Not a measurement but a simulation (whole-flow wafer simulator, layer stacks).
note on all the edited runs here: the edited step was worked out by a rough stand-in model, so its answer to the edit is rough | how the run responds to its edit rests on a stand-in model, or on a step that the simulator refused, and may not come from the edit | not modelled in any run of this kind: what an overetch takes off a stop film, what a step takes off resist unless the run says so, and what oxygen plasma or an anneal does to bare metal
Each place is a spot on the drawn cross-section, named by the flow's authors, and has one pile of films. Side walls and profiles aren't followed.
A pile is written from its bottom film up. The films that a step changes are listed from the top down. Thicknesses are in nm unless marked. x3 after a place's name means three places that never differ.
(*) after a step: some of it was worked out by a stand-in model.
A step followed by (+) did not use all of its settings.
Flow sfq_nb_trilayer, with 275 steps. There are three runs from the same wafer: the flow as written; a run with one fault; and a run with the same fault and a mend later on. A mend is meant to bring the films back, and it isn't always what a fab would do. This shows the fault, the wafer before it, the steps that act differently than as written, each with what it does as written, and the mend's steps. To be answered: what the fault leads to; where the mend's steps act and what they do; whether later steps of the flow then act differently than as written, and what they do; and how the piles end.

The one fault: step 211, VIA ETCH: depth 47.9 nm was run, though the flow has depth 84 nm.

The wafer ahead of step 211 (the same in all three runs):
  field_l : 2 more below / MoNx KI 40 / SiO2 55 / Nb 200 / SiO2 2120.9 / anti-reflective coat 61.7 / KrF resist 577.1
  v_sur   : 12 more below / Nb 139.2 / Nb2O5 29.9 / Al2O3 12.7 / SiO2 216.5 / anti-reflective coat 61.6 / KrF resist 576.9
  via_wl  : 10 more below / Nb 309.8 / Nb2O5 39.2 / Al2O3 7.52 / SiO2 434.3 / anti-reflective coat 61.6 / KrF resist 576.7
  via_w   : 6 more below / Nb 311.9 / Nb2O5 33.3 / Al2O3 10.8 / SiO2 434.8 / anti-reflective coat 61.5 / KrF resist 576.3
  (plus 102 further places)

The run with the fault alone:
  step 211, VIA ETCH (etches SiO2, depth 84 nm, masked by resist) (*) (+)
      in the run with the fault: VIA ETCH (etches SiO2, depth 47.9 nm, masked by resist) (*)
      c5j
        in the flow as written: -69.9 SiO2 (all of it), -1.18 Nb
        in the run with the fault: -47.9 SiO2
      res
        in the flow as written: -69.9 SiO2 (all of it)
        in the run with the fault: -47.9 SiO2
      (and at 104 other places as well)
  Steps later in the flow that act otherwise than as written (5 more steps, not shown, differ only slightly: by at most 2% or 0.5 nm, whichever is larger):
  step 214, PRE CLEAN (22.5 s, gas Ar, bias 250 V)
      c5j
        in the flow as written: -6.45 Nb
        in the run with the fault: -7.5 SiO2
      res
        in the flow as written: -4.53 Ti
        in the run with the fault: -7.5 SiO2
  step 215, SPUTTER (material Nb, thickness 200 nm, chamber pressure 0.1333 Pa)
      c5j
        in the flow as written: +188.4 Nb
        in the run with the fault: +194.8 Nb (new film)
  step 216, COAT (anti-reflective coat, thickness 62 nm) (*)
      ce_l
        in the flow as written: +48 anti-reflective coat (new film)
        in the run with the fault: +53.7 anti-reflective coat (new film)
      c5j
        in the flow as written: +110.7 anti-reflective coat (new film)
        in the run with the fault: +94.7 anti-reflective coat (new film)
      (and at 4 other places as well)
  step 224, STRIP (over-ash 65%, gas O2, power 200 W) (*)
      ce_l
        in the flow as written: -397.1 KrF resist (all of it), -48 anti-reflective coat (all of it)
        in the run with the fault: -393.7 KrF resist (all of it), -53.7 anti-reflective coat (all of it)
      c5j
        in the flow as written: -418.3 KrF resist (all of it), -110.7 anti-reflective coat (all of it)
        in the run with the fault: -408.4 KrF resist (all of it), -94.7 anti-reflective coat (all of it)
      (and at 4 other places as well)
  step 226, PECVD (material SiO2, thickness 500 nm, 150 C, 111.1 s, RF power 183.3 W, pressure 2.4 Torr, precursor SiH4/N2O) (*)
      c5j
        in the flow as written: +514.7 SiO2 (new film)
        in the run with the fault: +500 SiO2 (new film)
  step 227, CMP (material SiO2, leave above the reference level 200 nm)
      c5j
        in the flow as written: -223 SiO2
        in the run with the fault: -236.8 SiO2
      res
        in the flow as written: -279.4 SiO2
        in the run with the fault: -302.1 SiO2
  By the end, the piles at c5j, res depart from the flow's by more than 2% or 0.5 nm, whichever is larger.
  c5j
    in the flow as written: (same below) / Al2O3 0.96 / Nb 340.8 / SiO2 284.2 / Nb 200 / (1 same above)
    in the run with the fault: (same below) / Al2O3 0.96 / Nb 160 / SiO2 14.5 / Nb 194.8 / SiO2 255.7 / Nb 200 / (1 same above)
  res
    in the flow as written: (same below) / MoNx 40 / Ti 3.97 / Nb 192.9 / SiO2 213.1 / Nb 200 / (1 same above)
    in the run with the fault: (same below) / MoNx 40 / Ti 8.5 / SiO2 14.5 / Nb 196.6 / SiO2 190.4 / Nb 200 / (1 same above)

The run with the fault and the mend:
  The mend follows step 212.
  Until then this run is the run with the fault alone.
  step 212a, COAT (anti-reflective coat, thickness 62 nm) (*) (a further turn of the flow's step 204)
      field_r, ln_m5, lsp_m and 64 more
        +62 anti-reflective coat (new film)
      ln_m6, lsp_r, l0_sur, l0v, wl_a_sl, wl_a_m6, wl_a_sr, wl_g_sr
        +61.9 anti-reflective coat (new film)
      v_sur, via_wl
        +61.5 anti-reflective coat (new film)
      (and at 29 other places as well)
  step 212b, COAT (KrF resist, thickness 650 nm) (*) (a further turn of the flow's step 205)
      l0v, p4_fl x3, p4_w1 x9 and 35 more
        +650 KrF resist (new film)
      wl_b_m5, wl_b_sr, wl_c_sl and 12 more
        +649.9 KrF resist (new film)
      lsp_r, wl_j_sl, wl_j_sr
        +650.2 KrF resist (new film)
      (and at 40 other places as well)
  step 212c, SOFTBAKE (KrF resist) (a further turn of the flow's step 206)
      leaves every film unchanged at each place that is followed
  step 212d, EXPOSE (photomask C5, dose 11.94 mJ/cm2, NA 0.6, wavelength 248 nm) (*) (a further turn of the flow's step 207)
      leaves every film unchanged at each place that is followed
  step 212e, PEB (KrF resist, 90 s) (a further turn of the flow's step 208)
      field_l, sp_r, moat and 79 more
        -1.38 KrF resist
      v_sur, via_wl, via_w, via_wr, via_sp, be_sur, jj_sur
        -1.37 KrF resist
      via_v, wire, res
        -1.36 KrF resist
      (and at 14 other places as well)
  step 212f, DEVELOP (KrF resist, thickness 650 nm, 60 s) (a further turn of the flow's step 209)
      field_l, v_sur, via_wl and 101 more
        -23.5 KrF resist
      c5j
        -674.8 KrF resist (all of it)
      res
        -642.7 KrF resist (all of it)
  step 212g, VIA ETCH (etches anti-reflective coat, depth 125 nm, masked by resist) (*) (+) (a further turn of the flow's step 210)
      field_l, v_sur, via_wl and 101 more
        -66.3 KrF resist
      c5j
        -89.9 anti-reflective coat (all of it), -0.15 SiO2
      res
        -79.6 anti-reflective coat (all of it), -0.2 SiO2
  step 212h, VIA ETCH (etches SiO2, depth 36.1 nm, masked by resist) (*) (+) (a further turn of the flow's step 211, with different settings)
      field_l, v_sur, via_wl and 101 more
        -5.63 KrF resist
      c5j
        -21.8 SiO2 (all of it), -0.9 Nb
      res
        -21.8 SiO2 (all of it)
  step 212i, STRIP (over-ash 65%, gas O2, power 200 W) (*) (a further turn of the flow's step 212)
      p4_fl x3, p4_w1 x9, p4_g1 x2 and 33 more
        -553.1 KrF resist (all of it), -62 anti-reflective coat (all of it)
      wl_b_sl, wl_b_m5, wl_b_sr and 14 more
        -553 KrF resist (all of it), -62 anti-reflective coat (all of it)
      wl_j_sl, wl_j_sr
        -553.3 KrF resist (all of it), -60.2 anti-reflective coat (all of it)
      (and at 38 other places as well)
  Later steps of the flow that are run all act as written at every place that is followed, up to a difference of at most 2% or 0.5 nm, whichever is larger.
  When the end is reached, the piles differ only a little from the flow's at the places that both follow, at most by 2% or 0.5 nm, whichever is larger.
